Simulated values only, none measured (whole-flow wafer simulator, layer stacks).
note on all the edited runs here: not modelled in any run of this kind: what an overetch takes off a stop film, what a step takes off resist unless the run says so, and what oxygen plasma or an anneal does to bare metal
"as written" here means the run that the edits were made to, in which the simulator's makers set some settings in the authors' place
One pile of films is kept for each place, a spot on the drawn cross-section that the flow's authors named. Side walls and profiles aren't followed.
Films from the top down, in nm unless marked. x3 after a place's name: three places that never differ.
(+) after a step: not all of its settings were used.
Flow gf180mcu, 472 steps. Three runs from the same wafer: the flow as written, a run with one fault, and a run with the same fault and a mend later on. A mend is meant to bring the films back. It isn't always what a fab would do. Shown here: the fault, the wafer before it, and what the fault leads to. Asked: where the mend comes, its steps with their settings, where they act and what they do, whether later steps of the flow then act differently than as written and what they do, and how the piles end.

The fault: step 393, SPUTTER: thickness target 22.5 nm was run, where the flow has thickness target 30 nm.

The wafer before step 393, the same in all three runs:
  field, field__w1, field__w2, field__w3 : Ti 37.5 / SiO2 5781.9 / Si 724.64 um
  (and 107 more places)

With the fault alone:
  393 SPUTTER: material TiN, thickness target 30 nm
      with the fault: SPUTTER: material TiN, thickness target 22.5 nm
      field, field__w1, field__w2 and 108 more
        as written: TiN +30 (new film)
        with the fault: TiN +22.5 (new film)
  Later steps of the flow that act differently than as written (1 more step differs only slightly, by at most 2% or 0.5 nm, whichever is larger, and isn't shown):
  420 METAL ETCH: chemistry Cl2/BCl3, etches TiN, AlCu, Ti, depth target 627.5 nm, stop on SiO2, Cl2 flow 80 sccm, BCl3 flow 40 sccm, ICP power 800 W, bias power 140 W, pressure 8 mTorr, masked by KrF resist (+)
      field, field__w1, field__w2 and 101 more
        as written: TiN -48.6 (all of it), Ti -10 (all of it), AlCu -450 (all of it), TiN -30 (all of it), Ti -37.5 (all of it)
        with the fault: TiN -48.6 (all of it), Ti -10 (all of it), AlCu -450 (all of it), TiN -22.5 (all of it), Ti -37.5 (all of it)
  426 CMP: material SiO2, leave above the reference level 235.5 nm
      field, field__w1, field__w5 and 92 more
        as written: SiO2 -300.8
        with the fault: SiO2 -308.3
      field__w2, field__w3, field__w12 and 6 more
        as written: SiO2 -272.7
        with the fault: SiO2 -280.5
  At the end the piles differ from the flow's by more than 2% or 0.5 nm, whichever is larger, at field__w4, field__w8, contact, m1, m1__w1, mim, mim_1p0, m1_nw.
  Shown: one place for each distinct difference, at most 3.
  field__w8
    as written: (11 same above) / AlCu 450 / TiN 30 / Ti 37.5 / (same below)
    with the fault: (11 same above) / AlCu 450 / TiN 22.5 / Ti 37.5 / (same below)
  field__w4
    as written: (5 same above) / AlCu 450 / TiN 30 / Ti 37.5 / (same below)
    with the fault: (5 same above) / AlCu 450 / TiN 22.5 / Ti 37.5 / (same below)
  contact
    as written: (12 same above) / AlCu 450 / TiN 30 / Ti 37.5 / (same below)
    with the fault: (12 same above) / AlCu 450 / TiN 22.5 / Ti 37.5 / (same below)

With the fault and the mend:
  The mend comes after step 393.
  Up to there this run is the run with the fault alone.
  393a SPUTTER: material TiN, thickness target 7.5 nm (the flow's step 393 once more, with other settings)
      field, field__w1, field__w2 and 108 more
        TiN +7.5
  No later step of the flow acts differently than as written at any place that is followed.
  At the end the piles are the same as the flow's at every place that both follow.
